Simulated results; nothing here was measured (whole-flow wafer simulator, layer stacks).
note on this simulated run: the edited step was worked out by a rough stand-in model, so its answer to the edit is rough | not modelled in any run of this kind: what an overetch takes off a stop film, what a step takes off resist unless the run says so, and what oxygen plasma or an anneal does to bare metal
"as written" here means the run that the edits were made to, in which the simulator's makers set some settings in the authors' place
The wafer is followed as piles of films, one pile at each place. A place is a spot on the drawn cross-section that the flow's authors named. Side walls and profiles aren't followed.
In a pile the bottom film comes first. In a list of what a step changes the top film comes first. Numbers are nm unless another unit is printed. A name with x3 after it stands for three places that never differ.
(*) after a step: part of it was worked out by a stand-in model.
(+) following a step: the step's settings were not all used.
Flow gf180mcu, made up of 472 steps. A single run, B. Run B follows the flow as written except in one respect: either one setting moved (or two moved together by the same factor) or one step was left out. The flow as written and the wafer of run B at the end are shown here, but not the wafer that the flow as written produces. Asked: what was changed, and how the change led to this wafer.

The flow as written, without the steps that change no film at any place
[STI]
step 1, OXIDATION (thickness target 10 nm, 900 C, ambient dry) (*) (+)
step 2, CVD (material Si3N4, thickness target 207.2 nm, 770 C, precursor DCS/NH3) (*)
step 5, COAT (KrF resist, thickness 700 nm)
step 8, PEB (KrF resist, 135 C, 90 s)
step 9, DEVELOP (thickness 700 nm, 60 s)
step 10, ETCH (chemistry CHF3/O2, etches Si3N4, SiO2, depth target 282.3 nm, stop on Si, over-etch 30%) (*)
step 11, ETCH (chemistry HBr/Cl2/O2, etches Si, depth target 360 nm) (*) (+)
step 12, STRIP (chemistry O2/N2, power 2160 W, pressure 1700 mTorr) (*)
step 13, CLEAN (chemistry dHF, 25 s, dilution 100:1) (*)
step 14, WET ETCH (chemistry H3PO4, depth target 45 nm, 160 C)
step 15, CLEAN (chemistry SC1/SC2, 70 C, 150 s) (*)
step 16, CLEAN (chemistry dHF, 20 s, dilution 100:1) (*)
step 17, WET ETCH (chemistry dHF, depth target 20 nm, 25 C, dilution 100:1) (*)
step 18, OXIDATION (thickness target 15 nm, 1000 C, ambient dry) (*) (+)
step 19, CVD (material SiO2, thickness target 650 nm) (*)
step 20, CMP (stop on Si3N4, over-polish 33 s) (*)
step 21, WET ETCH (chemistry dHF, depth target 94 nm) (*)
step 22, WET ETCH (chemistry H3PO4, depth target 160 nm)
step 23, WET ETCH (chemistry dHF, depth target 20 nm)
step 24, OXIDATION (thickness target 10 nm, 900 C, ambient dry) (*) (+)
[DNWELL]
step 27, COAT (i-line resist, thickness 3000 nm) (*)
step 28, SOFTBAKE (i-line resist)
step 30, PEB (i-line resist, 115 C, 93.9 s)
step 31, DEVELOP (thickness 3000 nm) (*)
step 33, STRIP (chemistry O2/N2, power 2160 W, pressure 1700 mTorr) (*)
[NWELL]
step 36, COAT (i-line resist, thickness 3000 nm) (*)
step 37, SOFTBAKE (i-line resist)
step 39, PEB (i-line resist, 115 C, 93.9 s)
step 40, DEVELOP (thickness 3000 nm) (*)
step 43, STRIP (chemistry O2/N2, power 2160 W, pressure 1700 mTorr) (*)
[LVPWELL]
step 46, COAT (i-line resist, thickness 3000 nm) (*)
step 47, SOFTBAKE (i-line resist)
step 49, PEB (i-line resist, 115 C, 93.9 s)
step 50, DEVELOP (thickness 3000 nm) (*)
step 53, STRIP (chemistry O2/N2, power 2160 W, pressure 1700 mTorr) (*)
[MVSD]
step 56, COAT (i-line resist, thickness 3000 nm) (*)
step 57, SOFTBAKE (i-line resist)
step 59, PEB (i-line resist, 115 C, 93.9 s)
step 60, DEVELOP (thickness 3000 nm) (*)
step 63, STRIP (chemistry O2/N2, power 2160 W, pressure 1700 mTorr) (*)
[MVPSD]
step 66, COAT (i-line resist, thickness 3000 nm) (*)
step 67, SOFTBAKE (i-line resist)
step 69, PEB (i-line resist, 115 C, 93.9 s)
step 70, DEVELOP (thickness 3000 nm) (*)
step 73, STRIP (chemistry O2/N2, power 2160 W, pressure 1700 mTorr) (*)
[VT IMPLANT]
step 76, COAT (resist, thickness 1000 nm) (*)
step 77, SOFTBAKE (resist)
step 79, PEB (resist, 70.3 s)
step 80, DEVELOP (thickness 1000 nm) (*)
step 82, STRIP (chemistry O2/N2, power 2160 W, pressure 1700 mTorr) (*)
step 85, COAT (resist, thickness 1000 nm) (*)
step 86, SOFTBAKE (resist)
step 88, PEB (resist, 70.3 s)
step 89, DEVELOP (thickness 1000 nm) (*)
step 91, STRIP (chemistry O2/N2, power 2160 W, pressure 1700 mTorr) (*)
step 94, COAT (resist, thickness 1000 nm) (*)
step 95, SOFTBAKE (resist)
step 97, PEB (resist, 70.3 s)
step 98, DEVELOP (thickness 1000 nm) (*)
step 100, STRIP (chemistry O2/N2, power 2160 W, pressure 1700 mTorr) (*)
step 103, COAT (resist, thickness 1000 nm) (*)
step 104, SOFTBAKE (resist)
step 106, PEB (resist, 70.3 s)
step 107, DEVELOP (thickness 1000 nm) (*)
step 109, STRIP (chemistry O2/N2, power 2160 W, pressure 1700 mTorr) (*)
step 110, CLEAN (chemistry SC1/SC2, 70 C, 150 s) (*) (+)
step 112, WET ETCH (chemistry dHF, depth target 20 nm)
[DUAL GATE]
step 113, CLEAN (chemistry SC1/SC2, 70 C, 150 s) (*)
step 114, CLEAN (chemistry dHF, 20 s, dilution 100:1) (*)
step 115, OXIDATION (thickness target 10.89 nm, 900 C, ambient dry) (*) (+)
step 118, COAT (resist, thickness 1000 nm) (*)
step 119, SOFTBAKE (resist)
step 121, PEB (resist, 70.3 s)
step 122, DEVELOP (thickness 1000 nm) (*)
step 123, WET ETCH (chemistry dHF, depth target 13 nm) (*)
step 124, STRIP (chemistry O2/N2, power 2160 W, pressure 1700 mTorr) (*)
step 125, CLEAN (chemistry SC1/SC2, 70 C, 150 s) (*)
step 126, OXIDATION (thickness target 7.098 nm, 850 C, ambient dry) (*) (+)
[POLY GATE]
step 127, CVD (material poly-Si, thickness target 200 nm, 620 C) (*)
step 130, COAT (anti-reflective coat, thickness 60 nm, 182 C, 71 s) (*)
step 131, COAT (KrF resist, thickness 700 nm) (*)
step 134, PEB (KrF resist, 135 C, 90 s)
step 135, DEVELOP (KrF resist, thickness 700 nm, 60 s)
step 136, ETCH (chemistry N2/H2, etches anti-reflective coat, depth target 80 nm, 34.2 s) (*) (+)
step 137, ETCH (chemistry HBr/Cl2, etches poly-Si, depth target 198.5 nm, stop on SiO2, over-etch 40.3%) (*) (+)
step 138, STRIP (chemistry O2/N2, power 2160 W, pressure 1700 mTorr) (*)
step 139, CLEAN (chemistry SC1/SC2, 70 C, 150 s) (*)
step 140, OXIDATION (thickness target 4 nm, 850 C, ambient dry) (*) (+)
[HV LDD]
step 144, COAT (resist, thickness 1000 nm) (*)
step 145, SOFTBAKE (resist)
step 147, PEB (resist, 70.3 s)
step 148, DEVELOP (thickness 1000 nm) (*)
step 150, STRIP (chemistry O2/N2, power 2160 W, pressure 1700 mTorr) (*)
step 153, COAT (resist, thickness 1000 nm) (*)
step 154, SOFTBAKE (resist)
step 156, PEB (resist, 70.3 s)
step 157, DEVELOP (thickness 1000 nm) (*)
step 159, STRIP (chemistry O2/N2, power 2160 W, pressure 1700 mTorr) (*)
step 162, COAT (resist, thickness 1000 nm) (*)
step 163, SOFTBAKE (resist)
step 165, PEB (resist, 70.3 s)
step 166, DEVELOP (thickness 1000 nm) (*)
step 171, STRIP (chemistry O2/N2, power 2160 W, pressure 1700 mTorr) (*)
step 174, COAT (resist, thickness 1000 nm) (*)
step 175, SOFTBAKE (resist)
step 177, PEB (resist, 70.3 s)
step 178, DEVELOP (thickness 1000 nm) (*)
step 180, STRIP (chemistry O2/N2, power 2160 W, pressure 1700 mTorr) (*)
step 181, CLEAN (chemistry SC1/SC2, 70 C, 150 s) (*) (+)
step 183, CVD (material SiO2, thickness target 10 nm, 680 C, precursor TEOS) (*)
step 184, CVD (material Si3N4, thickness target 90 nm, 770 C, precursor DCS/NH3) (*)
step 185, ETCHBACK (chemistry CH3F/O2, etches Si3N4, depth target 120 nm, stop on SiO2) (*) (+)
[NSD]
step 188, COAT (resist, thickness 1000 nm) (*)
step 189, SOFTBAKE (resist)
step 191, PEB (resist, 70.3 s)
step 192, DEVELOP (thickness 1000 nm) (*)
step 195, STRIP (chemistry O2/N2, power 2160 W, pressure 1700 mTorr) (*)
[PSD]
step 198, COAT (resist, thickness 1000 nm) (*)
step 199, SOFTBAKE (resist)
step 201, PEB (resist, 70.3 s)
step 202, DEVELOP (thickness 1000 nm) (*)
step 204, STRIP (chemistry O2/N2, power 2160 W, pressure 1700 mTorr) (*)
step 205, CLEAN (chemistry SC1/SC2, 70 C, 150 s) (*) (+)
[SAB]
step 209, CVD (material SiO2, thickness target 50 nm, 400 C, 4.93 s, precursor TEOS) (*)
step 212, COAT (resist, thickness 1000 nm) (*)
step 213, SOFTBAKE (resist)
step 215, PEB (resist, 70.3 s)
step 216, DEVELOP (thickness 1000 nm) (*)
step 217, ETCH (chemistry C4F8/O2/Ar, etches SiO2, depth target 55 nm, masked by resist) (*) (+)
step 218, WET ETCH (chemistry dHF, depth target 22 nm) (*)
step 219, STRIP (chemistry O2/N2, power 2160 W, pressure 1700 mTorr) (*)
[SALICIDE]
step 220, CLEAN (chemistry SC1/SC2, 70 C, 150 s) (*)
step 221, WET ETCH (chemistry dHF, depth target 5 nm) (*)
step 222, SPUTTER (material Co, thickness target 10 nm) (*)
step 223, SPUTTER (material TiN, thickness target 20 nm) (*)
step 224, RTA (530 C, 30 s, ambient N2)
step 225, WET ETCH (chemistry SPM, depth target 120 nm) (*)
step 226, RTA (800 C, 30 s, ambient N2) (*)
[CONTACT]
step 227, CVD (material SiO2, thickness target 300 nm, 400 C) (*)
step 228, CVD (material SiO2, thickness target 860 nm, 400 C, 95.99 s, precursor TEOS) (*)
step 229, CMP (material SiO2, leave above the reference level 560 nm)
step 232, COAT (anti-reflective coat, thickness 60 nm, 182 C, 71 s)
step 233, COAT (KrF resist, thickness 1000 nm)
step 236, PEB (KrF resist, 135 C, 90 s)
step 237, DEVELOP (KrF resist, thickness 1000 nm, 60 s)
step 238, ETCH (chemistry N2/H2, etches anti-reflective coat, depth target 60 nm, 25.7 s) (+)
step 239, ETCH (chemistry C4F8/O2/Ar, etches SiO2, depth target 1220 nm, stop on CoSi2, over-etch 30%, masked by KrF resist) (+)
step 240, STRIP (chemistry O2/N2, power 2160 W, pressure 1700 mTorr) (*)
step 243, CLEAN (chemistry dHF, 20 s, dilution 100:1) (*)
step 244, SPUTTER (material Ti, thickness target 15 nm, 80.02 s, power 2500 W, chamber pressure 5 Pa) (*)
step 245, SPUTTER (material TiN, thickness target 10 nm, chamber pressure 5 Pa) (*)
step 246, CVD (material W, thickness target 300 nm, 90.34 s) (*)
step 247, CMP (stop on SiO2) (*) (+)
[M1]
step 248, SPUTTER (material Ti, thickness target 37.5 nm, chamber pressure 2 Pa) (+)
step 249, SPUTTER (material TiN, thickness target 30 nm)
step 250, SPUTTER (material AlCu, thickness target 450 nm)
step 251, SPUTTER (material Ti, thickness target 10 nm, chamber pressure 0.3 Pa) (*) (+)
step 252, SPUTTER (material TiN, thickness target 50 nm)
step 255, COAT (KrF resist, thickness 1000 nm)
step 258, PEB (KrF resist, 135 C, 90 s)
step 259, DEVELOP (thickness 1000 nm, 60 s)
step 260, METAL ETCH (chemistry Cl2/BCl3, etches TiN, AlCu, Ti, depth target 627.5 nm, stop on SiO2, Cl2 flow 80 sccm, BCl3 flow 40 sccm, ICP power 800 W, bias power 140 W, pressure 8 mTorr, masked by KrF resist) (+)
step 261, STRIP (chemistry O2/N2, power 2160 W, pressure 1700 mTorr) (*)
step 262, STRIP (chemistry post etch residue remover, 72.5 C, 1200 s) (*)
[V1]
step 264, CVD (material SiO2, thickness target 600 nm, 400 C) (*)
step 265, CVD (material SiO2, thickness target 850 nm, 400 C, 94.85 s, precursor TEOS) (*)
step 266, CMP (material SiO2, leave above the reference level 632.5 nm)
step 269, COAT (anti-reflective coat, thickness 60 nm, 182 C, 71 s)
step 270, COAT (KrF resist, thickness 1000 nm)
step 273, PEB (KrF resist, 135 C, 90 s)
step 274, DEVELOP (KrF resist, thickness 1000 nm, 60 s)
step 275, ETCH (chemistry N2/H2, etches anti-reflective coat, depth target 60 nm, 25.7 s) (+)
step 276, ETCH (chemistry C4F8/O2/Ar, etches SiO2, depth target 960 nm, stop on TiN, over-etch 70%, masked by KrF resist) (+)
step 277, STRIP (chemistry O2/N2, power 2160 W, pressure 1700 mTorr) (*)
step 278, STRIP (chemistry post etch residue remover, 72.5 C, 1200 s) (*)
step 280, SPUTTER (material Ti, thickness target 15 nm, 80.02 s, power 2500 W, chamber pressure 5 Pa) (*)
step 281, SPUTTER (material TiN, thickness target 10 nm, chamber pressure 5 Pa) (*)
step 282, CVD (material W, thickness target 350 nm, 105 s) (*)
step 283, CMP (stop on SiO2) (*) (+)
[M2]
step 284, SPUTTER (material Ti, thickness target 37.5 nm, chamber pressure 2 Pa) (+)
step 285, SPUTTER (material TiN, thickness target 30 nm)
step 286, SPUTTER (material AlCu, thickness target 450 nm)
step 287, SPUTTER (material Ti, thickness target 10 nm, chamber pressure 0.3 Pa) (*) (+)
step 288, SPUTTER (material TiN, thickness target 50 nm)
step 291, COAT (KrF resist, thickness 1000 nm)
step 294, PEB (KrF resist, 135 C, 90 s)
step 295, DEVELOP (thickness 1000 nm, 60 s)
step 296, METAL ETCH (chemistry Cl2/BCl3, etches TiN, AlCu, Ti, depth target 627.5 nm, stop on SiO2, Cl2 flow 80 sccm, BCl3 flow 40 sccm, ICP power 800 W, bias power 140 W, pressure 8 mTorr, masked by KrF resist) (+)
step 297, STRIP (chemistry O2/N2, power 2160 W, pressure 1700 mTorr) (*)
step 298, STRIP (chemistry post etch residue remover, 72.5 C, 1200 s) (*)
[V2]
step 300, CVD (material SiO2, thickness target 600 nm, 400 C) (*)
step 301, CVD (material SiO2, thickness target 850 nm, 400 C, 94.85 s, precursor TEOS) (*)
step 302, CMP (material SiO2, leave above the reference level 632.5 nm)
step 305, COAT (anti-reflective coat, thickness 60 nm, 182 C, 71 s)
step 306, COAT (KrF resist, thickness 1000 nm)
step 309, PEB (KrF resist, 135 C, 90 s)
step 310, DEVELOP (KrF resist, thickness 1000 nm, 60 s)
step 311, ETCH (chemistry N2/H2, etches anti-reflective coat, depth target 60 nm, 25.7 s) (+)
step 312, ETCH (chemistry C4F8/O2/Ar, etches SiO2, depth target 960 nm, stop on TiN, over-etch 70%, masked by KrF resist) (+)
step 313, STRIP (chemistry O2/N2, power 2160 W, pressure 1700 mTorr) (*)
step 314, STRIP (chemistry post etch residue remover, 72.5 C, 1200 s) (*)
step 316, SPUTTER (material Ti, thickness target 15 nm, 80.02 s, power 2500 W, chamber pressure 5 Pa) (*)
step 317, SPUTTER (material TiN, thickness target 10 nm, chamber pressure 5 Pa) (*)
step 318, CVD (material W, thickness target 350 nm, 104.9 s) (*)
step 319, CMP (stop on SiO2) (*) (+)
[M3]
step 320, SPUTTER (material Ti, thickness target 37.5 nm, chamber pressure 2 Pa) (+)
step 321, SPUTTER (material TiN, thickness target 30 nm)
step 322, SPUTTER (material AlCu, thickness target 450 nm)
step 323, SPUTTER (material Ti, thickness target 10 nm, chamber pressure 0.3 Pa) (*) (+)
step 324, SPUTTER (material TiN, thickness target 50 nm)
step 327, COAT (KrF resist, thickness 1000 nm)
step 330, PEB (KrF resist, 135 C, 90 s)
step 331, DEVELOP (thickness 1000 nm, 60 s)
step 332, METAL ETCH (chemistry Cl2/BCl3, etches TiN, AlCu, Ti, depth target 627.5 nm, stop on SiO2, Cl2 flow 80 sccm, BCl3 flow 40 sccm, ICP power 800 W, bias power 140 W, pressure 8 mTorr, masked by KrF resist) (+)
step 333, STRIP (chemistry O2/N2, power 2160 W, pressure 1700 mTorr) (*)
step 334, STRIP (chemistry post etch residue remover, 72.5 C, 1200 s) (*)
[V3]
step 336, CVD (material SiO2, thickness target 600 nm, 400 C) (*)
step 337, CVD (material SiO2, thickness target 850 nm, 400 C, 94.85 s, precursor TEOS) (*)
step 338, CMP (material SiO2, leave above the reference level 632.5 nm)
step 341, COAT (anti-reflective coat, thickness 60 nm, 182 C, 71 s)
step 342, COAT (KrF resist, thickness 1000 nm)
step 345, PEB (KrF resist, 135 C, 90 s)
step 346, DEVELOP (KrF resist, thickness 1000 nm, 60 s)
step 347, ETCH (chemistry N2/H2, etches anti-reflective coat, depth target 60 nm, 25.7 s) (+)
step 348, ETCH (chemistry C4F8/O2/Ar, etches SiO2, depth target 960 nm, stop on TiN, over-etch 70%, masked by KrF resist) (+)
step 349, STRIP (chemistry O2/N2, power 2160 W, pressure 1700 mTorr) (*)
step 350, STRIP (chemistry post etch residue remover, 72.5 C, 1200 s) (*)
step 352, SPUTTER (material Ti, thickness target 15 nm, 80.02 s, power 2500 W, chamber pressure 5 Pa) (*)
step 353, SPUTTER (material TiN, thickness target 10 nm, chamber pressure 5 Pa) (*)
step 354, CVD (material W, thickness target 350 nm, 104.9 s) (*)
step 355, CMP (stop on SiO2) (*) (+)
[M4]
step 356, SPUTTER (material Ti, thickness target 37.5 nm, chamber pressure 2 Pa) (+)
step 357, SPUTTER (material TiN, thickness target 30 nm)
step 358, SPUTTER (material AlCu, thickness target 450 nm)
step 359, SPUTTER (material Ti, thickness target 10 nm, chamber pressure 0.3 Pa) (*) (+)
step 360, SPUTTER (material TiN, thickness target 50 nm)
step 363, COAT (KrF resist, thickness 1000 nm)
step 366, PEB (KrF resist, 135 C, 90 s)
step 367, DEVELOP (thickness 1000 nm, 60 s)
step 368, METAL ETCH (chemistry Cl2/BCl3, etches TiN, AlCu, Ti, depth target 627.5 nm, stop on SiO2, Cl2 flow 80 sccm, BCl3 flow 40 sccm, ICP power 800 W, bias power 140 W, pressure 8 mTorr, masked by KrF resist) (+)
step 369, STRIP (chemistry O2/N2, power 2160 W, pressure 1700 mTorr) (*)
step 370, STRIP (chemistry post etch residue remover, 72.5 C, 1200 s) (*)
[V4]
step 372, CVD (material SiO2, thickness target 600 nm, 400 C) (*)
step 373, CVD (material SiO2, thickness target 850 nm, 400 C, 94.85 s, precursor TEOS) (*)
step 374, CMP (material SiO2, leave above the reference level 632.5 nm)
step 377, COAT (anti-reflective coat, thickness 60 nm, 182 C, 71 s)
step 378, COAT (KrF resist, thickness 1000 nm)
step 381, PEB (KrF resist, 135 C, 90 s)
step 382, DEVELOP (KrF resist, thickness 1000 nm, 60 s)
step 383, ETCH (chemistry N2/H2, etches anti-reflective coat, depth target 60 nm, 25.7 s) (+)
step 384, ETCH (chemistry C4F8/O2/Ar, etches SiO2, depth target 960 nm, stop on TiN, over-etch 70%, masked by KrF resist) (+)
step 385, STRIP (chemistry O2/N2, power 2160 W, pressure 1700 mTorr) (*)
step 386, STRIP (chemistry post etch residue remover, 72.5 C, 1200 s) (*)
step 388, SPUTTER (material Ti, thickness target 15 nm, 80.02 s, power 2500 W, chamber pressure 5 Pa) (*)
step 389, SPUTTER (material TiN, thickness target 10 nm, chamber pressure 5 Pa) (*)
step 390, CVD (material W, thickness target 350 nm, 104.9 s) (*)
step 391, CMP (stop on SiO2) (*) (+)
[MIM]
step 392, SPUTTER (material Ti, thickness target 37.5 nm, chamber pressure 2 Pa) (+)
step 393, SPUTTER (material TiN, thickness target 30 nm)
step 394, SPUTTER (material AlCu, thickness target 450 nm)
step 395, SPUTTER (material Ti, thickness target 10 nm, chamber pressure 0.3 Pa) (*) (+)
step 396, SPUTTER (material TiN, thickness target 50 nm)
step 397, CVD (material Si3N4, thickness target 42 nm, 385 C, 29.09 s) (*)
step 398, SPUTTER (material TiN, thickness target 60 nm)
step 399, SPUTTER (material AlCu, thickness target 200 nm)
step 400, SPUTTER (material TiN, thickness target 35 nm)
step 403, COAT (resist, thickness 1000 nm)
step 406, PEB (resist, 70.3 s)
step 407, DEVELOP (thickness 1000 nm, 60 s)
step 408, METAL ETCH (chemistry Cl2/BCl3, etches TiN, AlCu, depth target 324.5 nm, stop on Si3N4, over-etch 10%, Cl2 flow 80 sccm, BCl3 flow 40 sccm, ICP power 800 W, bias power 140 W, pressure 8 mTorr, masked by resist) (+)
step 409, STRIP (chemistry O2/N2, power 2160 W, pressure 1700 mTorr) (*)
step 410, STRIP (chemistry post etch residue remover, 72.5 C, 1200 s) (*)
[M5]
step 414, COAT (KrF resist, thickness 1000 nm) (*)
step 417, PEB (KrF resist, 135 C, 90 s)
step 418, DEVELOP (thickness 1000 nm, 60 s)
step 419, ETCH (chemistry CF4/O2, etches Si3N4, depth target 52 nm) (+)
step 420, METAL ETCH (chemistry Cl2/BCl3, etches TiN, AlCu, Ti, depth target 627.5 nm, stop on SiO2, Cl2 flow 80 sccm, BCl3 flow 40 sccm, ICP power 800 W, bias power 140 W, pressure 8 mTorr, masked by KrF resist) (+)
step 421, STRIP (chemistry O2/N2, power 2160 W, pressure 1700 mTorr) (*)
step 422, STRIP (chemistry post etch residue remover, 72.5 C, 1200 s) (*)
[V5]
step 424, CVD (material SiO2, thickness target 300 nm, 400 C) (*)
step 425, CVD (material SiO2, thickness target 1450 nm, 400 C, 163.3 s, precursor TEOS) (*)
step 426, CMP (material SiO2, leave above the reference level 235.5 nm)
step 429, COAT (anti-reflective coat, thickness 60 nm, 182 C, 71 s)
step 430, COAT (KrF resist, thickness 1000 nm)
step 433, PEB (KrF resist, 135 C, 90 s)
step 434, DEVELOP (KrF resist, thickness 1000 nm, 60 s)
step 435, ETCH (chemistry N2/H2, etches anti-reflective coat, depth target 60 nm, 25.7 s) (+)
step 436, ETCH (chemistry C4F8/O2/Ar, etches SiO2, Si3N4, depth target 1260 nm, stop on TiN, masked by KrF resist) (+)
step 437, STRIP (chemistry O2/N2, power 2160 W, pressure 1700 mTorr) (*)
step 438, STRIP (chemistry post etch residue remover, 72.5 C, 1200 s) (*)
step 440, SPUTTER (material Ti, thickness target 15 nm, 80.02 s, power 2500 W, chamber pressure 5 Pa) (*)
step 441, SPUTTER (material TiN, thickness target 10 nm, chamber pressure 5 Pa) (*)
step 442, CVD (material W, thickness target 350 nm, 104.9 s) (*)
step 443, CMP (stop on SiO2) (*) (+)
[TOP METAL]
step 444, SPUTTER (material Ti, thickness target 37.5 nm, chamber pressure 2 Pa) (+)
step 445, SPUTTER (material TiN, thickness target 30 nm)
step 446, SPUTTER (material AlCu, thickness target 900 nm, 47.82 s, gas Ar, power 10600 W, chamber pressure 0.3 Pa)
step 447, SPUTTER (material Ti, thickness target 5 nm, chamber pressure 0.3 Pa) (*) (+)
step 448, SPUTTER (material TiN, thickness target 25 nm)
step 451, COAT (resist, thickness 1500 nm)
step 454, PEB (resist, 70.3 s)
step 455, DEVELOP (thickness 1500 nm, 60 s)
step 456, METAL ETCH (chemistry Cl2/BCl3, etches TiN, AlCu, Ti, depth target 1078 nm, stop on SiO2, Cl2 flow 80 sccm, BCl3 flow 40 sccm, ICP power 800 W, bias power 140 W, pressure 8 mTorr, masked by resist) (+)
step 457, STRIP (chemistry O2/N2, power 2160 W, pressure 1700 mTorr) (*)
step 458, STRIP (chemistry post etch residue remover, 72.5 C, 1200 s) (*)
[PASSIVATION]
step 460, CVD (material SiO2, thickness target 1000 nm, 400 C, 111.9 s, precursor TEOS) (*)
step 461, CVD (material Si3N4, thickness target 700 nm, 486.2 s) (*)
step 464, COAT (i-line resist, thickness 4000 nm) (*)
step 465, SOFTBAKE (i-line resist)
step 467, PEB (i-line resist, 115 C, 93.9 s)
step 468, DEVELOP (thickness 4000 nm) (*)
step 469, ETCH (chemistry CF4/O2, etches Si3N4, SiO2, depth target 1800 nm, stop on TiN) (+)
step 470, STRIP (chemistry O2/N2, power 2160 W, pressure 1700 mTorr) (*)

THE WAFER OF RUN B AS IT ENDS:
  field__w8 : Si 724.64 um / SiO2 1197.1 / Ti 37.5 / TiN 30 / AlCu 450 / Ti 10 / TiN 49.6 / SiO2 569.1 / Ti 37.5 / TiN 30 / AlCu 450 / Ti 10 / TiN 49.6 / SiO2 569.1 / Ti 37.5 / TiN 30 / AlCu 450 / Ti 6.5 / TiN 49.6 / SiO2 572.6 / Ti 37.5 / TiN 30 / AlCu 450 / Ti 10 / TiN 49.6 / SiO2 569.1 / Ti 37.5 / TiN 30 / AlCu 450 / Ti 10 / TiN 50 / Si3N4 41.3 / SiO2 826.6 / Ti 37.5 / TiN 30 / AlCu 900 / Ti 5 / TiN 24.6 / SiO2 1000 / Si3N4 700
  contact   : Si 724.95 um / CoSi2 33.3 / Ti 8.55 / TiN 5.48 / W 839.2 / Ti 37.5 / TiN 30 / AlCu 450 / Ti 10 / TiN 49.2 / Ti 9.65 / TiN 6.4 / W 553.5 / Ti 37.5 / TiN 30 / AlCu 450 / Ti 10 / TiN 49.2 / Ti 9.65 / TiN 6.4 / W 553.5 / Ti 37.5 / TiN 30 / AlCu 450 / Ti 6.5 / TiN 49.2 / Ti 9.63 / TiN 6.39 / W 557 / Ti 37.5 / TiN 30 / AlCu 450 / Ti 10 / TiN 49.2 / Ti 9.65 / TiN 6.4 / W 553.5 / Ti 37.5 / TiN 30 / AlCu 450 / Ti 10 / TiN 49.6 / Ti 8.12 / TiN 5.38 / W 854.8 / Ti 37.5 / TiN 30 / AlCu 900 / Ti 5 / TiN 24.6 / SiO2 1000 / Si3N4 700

The reason: step 323, SPUTTER: thickness target 6.5 nm was run, whereas the flow has thickness target 10 nm.
The wafer itself shows it: field__w8 has Ti 6.5, and step 323 as written asks for 10 nm.

How this came from the change, step by step:
  step 323, SPUTTER (material Ti, thickness target 10 nm, chamber pressure 0.3 Pa) (*) (+)
      field, field__w1, field__w2 and 108 more: Ti gains 6.5 (new film) (it would be, as written: Ti gains 10 (new film))
  step 332, METAL ETCH (chemistry Cl2/BCl3, etches TiN, AlCu, Ti, depth target 627.5 nm, stop on SiO2, Cl2 flow 80 sccm, BCl3 flow 40 sccm, ICP power 800 W, bias power 140 W, pressure 8 mTorr, masked by KrF resist) (+)
      field, field__w1, field__w2 and 103 more: TiN loses 50 (all of it), Ti loses 6.5 (all of it), AlCu loses 450 (all of it), TiN loses 30 (all of it), Ti loses 37.5 (all of it) (it would be, as written: TiN loses 50 (all of it), Ti loses 10 (all of it), AlCu loses 450 (all of it), TiN loses 30 (all of it), Ti loses 37.5 (all of it))
